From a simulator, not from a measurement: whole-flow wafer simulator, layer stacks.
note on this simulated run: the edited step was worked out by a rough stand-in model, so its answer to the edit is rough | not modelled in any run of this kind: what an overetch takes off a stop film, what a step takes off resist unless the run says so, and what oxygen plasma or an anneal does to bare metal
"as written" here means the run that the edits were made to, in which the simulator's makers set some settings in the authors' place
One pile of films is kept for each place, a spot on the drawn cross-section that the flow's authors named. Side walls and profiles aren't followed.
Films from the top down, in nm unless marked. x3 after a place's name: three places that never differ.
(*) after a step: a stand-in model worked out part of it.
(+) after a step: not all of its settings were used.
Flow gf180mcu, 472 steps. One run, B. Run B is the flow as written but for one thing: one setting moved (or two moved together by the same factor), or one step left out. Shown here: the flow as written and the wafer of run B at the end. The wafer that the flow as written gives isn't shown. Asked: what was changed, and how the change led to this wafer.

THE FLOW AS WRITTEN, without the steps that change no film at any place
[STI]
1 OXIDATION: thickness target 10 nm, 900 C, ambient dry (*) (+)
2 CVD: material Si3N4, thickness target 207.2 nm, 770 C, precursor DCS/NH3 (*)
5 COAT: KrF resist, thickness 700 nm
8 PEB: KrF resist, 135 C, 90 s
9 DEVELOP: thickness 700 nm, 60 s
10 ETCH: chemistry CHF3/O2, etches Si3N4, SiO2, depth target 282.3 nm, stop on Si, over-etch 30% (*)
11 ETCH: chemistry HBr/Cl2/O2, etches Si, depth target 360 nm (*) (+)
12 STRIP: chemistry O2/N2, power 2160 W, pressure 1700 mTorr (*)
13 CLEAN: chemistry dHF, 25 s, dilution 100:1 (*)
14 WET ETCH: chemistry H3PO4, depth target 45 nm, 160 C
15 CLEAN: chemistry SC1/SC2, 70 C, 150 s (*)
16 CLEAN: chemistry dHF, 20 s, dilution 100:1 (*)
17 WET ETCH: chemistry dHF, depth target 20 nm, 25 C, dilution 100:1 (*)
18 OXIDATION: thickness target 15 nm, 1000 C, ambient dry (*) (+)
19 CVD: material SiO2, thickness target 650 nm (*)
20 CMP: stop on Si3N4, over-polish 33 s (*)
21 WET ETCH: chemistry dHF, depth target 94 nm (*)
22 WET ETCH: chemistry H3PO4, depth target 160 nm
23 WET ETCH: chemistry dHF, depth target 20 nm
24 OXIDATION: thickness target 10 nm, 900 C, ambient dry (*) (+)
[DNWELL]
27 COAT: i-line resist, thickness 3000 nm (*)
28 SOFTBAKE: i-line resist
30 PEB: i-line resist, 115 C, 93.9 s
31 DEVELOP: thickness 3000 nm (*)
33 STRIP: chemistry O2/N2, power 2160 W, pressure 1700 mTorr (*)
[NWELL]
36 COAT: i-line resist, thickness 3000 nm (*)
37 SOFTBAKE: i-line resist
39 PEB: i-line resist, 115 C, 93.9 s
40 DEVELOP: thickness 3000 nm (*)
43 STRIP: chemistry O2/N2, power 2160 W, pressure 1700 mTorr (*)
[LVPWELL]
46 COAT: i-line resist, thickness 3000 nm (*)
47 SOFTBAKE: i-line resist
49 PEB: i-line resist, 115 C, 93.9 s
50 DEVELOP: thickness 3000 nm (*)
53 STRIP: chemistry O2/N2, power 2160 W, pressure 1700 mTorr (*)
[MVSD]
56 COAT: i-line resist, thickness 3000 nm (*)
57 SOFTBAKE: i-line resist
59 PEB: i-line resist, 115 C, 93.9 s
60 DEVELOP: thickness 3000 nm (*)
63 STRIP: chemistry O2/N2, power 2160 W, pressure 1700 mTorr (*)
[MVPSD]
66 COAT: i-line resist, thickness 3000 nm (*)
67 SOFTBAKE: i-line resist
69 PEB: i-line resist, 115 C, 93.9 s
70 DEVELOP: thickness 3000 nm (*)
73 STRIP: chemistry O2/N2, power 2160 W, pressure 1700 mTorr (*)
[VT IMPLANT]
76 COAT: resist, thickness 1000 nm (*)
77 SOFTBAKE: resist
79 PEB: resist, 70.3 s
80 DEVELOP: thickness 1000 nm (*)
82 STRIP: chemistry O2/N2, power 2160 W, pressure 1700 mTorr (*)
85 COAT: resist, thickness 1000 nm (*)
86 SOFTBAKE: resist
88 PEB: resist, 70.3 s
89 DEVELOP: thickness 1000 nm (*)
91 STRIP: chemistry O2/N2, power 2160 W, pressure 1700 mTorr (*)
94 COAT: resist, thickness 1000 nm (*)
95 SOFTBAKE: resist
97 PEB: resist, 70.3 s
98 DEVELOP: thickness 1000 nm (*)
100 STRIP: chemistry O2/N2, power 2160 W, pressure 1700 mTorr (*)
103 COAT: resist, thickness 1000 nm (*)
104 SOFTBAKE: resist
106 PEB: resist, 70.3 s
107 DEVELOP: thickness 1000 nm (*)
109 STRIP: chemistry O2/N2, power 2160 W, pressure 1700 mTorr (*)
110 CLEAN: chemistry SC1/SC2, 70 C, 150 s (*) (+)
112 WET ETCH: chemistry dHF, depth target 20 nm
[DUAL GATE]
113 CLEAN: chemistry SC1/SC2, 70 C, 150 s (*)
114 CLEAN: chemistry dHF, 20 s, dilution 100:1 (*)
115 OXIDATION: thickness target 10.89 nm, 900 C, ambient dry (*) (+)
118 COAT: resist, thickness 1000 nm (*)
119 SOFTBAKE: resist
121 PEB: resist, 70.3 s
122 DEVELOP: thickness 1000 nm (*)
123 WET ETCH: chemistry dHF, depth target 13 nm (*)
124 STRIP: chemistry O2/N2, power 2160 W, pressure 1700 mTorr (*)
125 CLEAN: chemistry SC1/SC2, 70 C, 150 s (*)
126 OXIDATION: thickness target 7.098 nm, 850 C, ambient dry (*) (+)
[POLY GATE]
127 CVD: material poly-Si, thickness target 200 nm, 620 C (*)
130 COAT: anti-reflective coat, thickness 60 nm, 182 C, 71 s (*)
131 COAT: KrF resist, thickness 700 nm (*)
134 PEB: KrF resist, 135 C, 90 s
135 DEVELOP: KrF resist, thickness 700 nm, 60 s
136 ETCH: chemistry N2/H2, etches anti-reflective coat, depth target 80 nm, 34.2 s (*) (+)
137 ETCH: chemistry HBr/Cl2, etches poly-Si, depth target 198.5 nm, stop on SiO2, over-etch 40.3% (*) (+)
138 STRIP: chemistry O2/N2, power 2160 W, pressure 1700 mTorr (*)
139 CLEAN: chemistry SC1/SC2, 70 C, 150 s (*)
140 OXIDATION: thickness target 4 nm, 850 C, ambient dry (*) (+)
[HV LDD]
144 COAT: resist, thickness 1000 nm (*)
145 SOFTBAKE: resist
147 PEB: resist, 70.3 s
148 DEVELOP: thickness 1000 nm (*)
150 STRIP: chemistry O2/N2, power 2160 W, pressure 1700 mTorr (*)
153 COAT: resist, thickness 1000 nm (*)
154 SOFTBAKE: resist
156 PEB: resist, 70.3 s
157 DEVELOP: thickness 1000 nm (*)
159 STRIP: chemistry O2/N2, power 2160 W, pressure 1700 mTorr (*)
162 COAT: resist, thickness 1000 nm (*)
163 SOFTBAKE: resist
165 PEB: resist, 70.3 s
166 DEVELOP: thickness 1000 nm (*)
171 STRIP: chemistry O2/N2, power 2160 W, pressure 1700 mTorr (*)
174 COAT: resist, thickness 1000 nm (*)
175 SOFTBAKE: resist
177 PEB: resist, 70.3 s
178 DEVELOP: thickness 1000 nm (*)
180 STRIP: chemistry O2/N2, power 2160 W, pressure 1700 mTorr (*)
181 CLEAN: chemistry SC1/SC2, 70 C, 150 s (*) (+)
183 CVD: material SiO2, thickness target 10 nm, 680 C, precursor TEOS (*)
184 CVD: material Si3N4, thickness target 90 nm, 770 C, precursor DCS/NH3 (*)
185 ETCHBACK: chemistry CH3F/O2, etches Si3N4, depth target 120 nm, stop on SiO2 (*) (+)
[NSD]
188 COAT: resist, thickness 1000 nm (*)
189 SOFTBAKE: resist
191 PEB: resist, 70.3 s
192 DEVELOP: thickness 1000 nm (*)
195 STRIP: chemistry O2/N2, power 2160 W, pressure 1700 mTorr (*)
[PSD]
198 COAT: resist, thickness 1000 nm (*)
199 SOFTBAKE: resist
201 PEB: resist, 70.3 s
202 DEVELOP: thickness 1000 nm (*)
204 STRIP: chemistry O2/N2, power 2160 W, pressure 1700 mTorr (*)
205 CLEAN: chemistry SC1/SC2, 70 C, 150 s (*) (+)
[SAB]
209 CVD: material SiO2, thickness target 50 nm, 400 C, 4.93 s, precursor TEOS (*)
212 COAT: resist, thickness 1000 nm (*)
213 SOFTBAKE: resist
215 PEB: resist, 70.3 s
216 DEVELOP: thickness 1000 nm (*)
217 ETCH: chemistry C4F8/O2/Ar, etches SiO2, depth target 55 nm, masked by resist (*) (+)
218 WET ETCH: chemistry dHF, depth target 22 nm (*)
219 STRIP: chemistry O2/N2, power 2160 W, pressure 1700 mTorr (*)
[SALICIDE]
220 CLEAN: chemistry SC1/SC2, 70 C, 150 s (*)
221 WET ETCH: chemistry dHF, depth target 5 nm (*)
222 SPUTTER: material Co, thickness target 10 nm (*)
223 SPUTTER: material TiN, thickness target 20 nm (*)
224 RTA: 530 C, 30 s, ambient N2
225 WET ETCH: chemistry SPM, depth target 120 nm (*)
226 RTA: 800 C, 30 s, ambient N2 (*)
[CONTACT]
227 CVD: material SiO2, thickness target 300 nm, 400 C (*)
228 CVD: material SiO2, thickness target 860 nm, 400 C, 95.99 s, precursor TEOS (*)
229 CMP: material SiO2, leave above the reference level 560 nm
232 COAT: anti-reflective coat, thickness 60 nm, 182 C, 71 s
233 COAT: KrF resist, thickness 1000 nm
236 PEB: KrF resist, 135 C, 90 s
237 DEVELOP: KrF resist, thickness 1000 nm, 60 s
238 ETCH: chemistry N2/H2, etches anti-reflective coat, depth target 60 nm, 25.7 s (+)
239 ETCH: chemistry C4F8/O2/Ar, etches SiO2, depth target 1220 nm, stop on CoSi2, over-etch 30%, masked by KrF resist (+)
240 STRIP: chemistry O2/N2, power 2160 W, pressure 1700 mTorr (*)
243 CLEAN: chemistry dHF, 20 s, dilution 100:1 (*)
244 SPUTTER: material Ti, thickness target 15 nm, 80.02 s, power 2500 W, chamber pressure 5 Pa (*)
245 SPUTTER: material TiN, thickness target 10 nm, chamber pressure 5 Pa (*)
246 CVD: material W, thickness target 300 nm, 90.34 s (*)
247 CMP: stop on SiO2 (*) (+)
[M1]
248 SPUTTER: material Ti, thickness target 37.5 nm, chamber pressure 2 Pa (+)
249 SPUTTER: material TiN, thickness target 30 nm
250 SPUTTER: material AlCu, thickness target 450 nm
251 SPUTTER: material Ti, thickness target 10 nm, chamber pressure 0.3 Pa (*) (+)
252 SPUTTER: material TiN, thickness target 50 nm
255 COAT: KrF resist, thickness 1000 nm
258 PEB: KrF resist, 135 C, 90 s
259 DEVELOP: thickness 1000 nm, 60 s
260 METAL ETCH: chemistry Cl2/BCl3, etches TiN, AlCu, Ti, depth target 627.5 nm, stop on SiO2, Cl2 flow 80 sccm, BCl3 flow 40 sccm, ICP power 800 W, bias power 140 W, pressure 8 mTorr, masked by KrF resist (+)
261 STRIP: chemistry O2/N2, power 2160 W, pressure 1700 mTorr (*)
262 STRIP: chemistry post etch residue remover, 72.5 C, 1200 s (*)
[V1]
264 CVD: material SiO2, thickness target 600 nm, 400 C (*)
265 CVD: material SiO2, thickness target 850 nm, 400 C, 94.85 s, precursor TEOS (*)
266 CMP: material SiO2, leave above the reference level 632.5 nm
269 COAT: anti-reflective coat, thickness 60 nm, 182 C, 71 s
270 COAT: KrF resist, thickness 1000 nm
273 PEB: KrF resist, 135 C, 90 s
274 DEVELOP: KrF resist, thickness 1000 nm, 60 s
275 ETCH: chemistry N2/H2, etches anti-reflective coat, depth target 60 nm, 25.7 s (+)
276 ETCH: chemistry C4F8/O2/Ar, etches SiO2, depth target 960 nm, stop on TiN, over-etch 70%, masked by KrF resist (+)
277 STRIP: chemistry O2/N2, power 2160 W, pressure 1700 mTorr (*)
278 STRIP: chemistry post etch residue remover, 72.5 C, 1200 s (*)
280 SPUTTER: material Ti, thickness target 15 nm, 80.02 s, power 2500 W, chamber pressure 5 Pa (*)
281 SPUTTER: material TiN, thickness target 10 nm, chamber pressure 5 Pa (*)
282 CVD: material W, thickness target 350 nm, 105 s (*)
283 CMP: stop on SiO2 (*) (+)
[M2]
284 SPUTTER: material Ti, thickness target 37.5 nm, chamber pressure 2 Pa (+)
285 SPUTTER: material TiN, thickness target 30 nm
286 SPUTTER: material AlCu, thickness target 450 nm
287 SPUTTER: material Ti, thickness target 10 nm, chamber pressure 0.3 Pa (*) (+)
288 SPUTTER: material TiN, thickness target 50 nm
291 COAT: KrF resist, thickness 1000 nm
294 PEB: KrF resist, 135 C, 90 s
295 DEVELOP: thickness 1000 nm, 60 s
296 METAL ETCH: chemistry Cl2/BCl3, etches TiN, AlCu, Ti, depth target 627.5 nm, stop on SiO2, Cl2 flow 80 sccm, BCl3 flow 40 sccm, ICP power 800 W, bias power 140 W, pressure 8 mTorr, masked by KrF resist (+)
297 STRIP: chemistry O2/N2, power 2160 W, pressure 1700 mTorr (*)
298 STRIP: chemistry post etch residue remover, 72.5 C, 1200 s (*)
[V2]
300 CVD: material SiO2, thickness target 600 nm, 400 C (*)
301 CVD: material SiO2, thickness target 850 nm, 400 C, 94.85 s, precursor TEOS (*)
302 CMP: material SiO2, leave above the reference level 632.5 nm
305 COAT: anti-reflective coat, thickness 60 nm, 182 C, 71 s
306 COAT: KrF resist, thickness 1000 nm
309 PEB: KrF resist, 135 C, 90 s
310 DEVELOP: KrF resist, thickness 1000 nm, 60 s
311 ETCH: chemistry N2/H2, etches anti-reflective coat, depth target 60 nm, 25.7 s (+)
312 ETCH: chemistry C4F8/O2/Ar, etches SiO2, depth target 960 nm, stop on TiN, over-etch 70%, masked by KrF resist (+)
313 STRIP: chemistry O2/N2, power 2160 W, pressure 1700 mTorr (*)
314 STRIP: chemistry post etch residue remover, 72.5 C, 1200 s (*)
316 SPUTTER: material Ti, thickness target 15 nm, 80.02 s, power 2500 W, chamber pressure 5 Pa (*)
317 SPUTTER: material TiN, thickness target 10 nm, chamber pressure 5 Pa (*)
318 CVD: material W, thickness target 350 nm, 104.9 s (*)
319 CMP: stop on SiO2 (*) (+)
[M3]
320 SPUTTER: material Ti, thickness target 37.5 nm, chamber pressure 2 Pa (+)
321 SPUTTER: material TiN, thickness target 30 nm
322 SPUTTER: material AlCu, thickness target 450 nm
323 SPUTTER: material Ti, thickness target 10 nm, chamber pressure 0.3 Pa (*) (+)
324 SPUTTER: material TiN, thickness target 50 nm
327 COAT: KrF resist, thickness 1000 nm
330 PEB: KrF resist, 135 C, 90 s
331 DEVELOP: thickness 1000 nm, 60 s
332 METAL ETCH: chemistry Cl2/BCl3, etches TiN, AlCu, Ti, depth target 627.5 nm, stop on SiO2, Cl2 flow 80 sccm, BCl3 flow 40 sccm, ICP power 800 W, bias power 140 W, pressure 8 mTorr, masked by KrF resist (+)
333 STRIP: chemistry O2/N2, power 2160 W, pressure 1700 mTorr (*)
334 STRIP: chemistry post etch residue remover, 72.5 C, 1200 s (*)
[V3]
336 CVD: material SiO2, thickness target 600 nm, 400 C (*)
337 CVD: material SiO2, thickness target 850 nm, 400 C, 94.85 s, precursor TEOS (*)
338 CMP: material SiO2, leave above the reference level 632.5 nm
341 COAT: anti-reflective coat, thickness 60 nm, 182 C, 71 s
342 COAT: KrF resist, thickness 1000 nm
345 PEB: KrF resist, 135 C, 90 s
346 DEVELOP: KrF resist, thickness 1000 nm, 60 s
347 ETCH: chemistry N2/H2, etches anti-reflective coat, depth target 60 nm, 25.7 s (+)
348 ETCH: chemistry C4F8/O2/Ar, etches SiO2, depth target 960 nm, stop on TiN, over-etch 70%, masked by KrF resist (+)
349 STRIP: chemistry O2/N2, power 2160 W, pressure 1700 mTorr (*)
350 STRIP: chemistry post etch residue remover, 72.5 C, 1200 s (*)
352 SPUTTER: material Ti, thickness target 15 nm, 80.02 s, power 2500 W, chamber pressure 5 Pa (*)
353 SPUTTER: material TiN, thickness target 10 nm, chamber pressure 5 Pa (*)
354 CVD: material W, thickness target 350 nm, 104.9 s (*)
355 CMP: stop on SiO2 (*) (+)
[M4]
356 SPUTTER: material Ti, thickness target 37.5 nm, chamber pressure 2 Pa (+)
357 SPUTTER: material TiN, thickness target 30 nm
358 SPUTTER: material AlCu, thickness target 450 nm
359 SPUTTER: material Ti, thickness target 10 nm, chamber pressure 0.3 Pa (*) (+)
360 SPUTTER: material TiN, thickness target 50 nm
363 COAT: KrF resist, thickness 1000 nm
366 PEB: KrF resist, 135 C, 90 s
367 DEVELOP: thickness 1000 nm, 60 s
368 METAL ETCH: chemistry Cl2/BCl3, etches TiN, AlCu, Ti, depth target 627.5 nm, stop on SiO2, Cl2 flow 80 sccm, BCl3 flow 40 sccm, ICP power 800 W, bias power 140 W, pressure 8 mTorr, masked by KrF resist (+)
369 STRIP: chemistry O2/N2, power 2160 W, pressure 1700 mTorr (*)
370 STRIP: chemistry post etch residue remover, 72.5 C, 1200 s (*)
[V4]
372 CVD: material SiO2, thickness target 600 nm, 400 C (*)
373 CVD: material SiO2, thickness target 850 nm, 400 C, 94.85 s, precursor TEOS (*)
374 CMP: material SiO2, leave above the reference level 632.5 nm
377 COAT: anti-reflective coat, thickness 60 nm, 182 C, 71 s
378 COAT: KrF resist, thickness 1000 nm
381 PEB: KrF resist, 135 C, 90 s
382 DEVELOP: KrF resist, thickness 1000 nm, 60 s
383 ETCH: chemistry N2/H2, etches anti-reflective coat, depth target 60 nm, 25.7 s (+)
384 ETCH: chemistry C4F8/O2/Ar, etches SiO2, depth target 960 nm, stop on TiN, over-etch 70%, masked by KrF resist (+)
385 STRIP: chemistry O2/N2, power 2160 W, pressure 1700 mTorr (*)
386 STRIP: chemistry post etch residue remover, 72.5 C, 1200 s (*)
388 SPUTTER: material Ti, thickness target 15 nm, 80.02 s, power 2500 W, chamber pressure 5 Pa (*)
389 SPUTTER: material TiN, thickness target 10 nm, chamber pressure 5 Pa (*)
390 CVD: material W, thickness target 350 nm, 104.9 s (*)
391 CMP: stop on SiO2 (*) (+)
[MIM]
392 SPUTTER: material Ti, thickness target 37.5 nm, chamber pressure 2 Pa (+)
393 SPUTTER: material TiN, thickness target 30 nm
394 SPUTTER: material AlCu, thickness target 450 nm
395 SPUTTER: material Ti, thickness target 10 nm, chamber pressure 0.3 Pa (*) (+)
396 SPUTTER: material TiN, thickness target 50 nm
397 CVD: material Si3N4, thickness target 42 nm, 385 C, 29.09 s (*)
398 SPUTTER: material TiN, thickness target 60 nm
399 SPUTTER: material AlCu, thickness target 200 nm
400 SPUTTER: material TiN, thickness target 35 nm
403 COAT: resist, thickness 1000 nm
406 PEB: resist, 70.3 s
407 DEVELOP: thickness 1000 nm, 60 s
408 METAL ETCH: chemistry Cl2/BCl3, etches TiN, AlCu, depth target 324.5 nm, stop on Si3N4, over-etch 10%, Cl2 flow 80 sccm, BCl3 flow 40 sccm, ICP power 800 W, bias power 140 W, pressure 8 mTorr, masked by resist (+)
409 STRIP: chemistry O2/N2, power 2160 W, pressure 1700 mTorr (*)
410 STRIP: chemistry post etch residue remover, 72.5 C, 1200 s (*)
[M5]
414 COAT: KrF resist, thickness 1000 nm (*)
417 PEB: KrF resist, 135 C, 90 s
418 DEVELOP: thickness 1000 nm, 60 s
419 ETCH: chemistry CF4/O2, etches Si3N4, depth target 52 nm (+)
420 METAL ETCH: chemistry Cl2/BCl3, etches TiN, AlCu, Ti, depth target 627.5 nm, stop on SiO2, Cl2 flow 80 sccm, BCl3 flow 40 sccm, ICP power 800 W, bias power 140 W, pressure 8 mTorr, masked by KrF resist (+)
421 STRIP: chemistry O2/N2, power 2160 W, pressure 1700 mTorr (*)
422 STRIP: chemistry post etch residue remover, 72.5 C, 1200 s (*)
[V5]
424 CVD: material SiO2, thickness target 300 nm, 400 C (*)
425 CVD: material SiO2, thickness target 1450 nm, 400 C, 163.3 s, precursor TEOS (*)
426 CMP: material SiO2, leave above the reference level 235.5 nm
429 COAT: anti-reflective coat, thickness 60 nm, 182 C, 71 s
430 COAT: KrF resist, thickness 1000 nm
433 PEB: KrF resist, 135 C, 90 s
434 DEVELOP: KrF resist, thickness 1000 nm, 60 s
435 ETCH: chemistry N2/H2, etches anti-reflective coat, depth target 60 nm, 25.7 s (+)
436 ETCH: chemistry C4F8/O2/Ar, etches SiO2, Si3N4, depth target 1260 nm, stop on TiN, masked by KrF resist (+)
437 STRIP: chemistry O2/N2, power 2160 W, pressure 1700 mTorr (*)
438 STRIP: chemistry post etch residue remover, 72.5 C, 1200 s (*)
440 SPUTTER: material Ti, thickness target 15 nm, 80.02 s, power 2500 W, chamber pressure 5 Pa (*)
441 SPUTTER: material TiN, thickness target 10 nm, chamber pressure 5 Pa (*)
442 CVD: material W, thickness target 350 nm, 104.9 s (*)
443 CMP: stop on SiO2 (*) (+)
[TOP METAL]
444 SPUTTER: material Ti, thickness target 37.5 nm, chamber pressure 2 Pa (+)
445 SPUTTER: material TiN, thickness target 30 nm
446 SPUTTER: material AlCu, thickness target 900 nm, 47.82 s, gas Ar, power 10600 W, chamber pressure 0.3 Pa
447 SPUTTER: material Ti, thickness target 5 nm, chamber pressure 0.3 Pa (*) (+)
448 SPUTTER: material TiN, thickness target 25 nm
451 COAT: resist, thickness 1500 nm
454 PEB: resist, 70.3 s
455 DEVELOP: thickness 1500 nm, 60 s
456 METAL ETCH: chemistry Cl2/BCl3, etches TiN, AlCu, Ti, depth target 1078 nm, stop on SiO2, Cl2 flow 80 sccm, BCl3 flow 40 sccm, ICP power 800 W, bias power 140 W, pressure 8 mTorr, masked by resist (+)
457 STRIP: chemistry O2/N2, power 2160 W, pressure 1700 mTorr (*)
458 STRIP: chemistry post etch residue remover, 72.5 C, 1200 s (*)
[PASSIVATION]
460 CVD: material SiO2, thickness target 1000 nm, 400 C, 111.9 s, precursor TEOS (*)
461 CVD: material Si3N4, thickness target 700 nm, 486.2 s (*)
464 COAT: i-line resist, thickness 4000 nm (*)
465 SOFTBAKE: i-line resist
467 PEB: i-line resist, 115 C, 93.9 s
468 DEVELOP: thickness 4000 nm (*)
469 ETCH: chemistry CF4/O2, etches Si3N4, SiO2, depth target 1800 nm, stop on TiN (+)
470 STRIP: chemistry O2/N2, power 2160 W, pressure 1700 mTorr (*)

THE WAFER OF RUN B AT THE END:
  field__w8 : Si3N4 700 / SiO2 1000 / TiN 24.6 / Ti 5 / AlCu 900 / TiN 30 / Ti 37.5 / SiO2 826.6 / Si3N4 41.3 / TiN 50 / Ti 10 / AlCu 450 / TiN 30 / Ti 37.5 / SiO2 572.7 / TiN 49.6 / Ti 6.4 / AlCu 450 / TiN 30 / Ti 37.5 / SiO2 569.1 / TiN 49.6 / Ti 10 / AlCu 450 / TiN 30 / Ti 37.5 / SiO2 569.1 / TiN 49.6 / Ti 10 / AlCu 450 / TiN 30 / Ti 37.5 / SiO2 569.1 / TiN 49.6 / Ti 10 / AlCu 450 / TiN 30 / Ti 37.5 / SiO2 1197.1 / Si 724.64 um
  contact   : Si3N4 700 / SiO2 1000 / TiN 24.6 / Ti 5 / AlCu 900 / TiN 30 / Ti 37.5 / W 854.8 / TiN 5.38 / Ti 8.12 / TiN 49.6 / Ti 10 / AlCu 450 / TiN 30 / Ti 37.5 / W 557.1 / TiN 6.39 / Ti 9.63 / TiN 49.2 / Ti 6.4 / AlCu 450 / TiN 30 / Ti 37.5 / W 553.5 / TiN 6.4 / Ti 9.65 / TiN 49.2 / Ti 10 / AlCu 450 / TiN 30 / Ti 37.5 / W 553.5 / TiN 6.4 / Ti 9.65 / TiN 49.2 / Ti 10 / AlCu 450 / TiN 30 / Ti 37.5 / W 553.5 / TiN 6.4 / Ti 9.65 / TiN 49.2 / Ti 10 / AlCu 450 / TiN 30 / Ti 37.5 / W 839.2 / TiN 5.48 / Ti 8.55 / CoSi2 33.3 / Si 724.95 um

The cause: step 359, SPUTTER: thickness target 6.4 nm was run, where the flow has thickness target 10 nm.
It can be read off the wafer: field__w8 has Ti 6.4, and step 359 as written asks for 10 nm.

How the change led to this, step by step:
  359 SPUTTER: material Ti, thickness target 10 nm, chamber pressure 0.3 Pa (*) (+)
      field, field__w1, field__w2 and 108 more: Ti +6.4 (new film) (as written it would be: Ti +10 (new film))
  368 METAL ETCH: chemistry Cl2/BCl3, etches TiN, AlCu, Ti, depth target 627.5 nm, stop on SiO2, Cl2 flow 80 sccm, BCl3 flow 40 sccm, ICP power 800 W, bias power 140 W, pressure 8 mTorr, masked by KrF resist (+)
      field, field__w1, field__w2 and 103 more: TiN -50 (all of it), Ti -6.4 (all of it), AlCu -450 (all of it), TiN -30 (all of it), Ti -37.5 (all of it) (as written it would be: TiN -50 (all of it), Ti -10 (all of it), AlCu -450 (all of it), TiN -30 (all of it), Ti -37.5 (all of it))
